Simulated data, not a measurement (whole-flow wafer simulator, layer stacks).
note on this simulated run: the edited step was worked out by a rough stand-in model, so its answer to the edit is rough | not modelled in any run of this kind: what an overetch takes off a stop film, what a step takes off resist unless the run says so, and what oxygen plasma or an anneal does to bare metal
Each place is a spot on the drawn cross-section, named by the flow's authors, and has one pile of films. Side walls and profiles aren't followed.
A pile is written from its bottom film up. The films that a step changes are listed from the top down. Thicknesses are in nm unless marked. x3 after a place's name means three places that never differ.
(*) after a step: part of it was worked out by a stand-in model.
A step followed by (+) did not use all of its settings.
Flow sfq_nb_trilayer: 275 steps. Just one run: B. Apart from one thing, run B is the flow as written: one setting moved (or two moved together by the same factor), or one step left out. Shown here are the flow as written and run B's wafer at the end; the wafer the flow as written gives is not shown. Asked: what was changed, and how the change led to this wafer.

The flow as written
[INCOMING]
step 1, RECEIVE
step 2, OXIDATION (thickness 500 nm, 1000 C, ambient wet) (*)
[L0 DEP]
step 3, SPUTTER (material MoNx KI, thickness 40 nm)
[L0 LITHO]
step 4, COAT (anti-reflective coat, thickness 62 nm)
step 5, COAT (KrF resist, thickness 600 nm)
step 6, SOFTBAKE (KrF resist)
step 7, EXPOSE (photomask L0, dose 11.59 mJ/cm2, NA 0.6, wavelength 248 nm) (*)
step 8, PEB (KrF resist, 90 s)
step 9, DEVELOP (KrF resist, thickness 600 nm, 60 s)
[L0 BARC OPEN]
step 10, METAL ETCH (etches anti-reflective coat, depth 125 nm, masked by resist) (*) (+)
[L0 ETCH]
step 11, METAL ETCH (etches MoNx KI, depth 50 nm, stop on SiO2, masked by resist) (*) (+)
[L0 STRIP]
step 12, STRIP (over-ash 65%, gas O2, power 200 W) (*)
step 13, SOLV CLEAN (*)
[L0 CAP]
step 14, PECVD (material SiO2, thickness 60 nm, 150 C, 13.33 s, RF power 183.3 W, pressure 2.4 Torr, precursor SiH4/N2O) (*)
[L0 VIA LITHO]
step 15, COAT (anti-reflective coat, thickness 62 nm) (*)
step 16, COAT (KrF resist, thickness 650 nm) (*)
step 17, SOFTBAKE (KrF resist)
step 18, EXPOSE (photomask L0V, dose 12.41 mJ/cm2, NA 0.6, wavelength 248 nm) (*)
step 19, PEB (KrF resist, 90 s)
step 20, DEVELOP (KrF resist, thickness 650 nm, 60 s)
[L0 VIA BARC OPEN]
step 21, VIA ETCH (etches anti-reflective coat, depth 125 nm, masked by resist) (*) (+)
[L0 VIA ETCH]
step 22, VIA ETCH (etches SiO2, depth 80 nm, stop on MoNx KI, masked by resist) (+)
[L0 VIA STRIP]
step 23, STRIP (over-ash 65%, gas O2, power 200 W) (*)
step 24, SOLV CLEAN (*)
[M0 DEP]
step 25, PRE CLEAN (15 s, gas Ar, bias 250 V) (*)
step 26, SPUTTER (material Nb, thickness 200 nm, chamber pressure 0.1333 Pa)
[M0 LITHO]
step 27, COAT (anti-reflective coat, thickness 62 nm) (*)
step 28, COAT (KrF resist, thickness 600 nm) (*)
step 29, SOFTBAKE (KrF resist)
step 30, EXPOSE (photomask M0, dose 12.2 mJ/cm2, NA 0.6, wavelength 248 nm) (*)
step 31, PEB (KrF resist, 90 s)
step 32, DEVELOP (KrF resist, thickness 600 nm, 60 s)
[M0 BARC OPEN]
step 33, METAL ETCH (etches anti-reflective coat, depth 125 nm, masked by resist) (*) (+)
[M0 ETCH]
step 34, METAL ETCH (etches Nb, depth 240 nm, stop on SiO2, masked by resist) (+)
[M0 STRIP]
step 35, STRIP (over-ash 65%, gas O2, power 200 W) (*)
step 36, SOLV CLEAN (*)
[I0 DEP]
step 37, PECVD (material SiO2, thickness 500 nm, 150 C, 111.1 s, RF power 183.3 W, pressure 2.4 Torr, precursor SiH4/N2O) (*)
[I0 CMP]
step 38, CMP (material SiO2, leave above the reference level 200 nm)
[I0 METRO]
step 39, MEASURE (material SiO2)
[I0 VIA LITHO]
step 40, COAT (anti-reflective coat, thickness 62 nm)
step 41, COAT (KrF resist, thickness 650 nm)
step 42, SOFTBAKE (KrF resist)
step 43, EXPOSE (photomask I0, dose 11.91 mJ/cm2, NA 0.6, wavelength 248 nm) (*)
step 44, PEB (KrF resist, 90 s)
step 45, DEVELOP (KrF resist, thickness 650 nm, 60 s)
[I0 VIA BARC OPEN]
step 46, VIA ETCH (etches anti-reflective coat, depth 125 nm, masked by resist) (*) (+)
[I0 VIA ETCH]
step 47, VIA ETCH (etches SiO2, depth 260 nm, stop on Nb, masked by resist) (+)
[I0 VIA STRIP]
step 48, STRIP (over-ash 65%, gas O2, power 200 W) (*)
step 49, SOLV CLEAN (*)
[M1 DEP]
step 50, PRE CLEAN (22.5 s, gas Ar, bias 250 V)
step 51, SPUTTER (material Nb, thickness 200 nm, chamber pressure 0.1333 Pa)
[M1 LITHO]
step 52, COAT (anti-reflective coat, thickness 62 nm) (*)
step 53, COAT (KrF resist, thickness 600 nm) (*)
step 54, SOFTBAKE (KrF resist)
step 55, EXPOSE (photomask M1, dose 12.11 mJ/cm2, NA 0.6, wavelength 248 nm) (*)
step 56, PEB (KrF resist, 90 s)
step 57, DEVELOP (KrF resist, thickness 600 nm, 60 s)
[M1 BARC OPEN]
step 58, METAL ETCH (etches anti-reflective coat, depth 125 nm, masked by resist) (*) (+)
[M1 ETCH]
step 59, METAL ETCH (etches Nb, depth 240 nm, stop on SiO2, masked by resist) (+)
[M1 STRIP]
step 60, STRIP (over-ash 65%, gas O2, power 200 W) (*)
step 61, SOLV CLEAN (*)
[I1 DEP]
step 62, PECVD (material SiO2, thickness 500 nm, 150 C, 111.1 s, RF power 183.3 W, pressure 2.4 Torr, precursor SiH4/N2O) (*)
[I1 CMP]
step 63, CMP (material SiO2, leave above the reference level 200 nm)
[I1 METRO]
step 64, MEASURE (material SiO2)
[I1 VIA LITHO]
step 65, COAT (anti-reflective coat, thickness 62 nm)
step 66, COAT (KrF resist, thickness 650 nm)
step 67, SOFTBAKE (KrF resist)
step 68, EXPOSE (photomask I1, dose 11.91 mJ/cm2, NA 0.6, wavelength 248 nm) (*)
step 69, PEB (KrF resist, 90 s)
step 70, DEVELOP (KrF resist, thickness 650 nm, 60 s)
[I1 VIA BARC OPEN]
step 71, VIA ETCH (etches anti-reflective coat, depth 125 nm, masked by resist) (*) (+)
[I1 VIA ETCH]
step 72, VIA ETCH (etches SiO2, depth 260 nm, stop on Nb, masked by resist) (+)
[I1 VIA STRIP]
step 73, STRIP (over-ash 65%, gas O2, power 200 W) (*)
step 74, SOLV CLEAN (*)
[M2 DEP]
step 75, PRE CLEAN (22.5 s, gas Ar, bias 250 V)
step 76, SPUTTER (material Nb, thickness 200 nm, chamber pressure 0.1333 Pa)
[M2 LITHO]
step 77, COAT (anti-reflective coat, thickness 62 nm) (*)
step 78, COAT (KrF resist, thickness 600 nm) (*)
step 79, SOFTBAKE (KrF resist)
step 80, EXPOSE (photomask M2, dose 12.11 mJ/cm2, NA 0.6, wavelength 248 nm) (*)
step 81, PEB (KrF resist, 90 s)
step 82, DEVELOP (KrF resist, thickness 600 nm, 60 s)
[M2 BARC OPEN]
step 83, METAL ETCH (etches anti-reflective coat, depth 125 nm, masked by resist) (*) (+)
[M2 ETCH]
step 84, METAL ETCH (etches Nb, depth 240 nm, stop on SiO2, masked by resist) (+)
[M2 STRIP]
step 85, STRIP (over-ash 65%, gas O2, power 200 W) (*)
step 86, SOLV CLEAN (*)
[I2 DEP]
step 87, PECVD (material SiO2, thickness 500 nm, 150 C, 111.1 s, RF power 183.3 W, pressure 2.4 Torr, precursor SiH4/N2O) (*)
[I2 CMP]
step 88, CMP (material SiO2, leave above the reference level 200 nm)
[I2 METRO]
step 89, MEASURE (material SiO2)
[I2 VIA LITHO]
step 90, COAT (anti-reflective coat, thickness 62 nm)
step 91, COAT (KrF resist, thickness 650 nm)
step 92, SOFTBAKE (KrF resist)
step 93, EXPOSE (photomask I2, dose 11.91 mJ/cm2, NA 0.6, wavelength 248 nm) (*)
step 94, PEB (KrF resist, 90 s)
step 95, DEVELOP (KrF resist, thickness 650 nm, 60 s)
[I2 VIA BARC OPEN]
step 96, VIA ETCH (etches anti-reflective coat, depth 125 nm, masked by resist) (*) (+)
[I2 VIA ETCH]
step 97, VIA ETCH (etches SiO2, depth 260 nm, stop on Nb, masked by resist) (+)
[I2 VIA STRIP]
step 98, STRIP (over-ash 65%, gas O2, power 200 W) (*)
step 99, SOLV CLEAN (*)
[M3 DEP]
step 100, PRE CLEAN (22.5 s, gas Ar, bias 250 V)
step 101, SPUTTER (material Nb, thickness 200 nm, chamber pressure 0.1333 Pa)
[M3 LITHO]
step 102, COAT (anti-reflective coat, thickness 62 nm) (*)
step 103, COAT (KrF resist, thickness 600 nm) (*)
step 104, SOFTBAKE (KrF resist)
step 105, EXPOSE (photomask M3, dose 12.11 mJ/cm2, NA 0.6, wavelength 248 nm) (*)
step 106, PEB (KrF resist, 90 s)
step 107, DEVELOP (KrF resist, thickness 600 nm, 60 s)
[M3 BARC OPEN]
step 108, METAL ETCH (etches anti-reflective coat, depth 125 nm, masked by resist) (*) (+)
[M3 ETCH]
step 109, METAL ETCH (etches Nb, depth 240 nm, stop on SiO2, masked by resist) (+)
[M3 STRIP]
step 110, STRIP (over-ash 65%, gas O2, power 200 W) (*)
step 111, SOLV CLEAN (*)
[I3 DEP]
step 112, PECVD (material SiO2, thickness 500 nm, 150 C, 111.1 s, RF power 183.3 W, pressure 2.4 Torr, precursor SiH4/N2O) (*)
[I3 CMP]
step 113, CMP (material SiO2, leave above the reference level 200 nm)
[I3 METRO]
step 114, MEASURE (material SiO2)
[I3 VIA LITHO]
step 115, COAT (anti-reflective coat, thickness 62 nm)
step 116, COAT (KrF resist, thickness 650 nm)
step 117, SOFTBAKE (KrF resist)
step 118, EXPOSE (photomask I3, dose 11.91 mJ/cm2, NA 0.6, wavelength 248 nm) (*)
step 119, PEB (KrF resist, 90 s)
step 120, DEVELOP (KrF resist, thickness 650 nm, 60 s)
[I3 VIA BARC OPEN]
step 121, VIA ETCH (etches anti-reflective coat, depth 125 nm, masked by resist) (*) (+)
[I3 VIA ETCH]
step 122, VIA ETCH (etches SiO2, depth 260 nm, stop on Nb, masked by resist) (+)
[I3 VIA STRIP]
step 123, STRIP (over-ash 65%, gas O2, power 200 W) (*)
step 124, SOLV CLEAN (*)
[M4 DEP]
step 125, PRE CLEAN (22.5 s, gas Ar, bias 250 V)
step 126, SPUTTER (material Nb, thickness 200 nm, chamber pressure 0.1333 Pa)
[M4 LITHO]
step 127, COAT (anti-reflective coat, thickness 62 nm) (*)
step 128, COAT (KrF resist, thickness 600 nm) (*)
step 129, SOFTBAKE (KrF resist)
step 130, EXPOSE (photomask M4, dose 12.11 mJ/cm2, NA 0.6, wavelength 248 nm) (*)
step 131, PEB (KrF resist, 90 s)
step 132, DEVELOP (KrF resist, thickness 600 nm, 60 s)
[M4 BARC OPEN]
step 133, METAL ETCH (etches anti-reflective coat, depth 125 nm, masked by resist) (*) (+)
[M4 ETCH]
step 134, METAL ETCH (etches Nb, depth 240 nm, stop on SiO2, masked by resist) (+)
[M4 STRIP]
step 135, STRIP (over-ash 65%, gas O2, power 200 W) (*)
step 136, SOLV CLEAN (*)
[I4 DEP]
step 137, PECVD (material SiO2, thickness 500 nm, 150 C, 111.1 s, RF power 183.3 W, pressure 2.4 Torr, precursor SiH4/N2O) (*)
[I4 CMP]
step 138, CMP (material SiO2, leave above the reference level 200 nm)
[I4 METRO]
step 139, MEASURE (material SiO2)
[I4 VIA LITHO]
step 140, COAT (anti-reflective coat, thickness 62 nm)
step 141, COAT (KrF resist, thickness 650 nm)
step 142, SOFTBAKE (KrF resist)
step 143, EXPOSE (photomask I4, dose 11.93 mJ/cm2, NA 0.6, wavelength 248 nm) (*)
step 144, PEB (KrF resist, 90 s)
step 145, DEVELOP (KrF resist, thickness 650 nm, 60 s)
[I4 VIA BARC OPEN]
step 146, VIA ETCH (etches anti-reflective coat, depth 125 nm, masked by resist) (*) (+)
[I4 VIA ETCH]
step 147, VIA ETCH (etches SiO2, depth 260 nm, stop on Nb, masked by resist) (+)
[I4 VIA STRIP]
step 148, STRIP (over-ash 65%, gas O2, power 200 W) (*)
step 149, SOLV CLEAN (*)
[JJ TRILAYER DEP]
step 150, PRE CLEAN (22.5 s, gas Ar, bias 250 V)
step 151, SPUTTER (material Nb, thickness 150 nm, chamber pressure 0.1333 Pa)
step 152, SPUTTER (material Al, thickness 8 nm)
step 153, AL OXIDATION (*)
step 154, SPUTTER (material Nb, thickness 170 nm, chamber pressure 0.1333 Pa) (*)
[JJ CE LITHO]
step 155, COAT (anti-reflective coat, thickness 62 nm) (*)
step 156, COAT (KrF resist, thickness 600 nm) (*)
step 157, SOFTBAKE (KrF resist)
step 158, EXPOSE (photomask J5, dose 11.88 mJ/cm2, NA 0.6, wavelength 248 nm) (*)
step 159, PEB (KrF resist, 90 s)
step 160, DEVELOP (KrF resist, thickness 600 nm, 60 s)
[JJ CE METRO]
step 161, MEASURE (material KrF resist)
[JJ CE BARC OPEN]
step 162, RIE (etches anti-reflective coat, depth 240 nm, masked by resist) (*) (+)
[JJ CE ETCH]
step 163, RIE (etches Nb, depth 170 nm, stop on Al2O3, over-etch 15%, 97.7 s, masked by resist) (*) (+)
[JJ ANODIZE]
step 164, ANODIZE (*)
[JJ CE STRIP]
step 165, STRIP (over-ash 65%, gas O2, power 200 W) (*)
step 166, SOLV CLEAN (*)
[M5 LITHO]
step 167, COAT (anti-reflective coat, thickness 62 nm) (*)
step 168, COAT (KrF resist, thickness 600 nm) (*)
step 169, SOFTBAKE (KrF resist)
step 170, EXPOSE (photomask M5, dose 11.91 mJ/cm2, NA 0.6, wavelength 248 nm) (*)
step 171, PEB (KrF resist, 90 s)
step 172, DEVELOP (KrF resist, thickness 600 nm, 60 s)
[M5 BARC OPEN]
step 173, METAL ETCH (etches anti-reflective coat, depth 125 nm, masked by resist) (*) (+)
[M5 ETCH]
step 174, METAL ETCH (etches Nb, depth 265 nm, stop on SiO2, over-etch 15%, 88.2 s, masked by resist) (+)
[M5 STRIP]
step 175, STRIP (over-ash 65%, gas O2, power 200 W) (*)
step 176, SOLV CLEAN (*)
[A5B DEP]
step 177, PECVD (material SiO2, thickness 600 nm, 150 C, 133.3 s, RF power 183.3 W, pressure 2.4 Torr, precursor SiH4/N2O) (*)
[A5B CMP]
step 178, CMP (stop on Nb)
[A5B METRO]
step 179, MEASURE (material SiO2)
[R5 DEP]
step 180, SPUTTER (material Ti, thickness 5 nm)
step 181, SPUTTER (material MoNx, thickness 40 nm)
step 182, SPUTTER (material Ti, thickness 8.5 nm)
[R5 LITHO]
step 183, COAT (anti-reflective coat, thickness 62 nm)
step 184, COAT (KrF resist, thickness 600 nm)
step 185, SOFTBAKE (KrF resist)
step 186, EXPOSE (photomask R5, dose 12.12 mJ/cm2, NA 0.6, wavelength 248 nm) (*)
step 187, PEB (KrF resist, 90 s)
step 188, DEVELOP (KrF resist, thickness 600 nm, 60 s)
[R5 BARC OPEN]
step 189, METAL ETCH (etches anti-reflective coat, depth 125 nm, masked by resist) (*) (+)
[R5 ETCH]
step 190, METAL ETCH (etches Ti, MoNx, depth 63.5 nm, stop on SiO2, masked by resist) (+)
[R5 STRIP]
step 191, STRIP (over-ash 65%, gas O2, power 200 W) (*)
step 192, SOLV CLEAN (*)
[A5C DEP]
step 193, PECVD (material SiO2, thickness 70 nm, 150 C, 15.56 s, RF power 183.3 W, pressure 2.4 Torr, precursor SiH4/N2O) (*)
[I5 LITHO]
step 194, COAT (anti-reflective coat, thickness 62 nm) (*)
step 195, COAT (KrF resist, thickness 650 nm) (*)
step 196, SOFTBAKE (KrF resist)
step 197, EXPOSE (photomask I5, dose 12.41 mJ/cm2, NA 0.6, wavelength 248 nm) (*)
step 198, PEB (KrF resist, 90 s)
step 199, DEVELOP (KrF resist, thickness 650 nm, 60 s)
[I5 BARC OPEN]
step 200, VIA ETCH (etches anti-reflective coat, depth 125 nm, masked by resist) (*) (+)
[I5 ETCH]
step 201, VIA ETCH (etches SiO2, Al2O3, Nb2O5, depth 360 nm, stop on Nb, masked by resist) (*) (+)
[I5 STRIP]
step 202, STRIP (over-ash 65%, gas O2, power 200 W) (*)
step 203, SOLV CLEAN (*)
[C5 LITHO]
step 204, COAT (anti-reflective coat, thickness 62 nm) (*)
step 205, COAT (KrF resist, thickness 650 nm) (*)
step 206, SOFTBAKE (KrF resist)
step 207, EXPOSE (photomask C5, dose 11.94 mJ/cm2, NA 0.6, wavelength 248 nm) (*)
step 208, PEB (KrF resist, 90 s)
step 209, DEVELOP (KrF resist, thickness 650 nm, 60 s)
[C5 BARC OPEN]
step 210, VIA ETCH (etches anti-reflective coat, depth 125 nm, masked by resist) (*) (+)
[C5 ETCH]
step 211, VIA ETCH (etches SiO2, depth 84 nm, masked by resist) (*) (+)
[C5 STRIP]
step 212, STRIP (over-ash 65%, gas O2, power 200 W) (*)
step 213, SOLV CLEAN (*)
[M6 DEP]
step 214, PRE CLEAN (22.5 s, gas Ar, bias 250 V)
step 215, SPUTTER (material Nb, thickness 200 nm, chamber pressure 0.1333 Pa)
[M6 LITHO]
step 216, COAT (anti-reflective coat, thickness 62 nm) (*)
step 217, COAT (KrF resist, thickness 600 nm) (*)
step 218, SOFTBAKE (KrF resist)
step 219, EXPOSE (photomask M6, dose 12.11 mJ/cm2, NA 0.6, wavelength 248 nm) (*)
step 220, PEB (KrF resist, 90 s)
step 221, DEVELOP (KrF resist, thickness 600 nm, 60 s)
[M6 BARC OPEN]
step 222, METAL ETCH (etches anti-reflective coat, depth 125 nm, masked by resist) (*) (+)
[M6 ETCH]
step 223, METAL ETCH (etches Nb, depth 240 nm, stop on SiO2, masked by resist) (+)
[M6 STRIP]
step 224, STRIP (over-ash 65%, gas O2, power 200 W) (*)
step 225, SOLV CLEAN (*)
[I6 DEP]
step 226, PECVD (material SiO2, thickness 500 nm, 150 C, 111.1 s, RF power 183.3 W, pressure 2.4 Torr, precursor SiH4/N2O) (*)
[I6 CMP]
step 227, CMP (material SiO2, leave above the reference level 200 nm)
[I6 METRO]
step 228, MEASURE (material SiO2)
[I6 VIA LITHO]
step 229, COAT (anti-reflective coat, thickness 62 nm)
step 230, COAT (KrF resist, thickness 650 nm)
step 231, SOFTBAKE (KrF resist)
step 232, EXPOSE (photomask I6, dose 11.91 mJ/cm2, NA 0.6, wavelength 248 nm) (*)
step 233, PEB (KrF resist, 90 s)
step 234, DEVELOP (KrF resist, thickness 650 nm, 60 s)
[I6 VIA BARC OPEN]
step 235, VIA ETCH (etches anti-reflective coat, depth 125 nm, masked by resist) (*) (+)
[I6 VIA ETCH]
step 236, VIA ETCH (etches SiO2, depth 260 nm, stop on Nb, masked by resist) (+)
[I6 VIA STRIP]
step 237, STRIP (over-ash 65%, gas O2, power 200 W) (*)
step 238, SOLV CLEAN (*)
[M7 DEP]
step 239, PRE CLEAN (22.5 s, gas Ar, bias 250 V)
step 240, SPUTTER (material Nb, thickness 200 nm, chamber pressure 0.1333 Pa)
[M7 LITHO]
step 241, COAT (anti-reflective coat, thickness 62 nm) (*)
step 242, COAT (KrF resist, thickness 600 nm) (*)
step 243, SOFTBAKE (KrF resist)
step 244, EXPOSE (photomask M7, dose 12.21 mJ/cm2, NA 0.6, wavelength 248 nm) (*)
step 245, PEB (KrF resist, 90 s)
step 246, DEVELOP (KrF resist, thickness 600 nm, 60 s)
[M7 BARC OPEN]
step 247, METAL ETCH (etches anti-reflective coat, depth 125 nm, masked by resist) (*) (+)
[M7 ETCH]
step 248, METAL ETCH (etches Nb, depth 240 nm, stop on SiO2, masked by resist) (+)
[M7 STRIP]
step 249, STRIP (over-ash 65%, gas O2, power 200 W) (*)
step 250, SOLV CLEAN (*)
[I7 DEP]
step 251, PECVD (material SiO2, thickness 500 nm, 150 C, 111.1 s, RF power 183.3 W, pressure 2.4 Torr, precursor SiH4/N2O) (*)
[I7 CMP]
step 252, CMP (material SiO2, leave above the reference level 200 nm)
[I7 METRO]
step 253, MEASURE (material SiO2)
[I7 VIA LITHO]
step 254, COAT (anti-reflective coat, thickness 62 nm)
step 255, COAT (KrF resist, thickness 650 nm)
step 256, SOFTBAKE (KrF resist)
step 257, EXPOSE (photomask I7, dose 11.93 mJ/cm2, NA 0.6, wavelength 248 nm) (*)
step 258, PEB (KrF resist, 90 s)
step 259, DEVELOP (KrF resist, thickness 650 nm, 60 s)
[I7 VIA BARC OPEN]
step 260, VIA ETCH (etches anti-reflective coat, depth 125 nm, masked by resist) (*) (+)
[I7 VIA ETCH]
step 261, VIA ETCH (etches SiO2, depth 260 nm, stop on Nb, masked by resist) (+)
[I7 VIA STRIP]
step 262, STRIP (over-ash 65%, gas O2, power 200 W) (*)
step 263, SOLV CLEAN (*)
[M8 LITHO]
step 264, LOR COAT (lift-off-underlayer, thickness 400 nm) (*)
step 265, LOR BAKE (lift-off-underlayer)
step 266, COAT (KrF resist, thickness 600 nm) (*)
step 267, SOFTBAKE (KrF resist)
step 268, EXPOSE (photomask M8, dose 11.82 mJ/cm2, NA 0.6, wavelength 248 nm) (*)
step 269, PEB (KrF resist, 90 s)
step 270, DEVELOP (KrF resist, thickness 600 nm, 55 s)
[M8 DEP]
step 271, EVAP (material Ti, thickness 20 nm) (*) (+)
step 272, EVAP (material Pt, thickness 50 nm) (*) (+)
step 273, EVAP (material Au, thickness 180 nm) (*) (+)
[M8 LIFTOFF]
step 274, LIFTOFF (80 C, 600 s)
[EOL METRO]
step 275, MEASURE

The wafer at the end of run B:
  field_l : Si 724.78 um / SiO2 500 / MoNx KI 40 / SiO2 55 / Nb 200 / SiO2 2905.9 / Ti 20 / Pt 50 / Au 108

The reason: step 273, EVAP: thickness 108 nm was run, though the flow has thickness 180 nm.
The wafer lets one read it off: field_l has Au 108, and step 273 as written asks for 180 nm.

Step by step, how the change led to this:
  step 273, EVAP (material Au, thickness 180 nm) (*) (+)
      field_l, v_sur, via_wl and 103 more: +108 Au (new film) (as written it would have been: +180 Au (new film))
  step 274, LIFTOFF (80 C, 600 s)
      p4_fl, p4_fm, p4_w1 and 71 more: -108 Au (all of it), -50 Pt (all of it), -20 Ti (all of it), -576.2 KrF resist (all of it), -400 lift-off-underlayer (all of it) (as written it would have been: -180 Au (all of it), -50 Pt (all of it), -20 Ti (all of it), -576.2 KrF resist (all of it), -400 lift-off-underlayer (all of it))
      c5j, ce_r: -108 Au (all of it), -50 Pt (all of it), -20 Ti (all of it), -573.3 KrF resist (all of it), -399.3 lift-off-underlayer (all of it) (as written it would have been: -180 Au (all of it), -50 Pt (all of it), -20 Ti (all of it), -573.3 KrF resist (all of it), -399.3 lift-off-underlayer (all of it))
      (also at 19 further places)
